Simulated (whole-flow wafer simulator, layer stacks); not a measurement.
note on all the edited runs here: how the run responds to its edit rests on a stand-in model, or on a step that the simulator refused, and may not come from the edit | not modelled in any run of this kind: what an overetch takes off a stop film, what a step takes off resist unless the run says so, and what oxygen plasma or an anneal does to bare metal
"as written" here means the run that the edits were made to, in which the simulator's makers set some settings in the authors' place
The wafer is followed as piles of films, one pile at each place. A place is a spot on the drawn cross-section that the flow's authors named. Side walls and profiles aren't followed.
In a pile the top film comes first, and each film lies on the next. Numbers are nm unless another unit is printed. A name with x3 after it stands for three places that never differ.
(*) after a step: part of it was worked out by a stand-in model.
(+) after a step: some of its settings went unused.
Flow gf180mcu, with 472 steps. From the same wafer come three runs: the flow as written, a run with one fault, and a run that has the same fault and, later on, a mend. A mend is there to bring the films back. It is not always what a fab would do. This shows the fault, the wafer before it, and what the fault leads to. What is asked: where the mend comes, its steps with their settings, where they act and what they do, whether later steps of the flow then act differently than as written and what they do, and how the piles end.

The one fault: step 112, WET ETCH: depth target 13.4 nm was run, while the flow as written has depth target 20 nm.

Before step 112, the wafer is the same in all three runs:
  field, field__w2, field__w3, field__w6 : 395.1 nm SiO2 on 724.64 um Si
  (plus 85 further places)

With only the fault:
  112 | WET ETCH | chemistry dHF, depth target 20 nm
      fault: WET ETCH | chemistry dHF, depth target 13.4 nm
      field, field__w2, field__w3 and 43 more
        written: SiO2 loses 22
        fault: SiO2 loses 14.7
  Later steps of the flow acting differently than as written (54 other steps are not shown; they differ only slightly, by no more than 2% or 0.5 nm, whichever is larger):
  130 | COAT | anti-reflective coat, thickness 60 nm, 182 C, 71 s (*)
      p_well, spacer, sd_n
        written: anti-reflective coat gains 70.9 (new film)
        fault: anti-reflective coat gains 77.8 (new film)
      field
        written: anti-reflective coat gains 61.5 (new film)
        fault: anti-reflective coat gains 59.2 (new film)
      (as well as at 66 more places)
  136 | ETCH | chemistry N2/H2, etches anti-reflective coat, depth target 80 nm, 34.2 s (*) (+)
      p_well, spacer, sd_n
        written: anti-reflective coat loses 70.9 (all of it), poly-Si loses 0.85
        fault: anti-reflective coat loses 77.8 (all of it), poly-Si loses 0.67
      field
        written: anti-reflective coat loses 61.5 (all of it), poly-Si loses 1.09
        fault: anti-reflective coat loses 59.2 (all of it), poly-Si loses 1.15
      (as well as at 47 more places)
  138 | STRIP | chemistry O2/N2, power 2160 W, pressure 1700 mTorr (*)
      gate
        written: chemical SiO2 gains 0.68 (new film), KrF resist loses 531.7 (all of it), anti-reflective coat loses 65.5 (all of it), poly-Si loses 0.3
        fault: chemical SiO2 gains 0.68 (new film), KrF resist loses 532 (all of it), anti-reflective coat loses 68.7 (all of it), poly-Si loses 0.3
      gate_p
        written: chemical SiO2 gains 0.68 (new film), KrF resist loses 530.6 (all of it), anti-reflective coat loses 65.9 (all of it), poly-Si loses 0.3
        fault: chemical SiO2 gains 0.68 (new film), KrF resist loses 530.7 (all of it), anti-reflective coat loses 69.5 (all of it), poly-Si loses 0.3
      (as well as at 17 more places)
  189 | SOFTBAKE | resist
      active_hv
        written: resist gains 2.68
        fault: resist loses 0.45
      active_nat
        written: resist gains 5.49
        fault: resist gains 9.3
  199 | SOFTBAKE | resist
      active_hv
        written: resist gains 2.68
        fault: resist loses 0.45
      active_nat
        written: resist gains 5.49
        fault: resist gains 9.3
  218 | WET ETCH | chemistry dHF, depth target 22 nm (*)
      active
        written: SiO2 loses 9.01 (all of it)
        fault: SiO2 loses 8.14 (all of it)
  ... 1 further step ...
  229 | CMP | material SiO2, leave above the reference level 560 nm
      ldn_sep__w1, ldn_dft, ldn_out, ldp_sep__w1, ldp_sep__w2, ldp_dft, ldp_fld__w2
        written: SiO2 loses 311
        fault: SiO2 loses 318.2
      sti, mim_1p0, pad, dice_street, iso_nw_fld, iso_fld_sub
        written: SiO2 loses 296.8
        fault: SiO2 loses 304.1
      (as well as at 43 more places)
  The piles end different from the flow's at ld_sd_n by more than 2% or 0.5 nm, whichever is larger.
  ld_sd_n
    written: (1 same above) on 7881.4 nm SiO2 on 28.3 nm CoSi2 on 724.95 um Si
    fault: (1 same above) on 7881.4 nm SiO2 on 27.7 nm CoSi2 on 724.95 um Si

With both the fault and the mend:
  After step 112 comes the mend.
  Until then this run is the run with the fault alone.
  112a | WET ETCH | chemistry dHF, depth target 6.6 nm (the flow's step 112 again, with other settings)
      field, field__w2, field__w3 and 43 more
        SiO2 loses 6.6
  Later steps of the flow acting differently than as written (56 other steps are not shown; they differ only slightly, by no more than 2% or 0.5 nm, whichever is larger):
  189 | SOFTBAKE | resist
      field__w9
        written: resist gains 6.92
        mend: resist loses 3.07
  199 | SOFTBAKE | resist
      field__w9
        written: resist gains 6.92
        mend: resist loses 3.07
  At the end the piles are close to the flow's at the places that both follow, differing by at most 2% or 0.5 nm, whichever is larger.
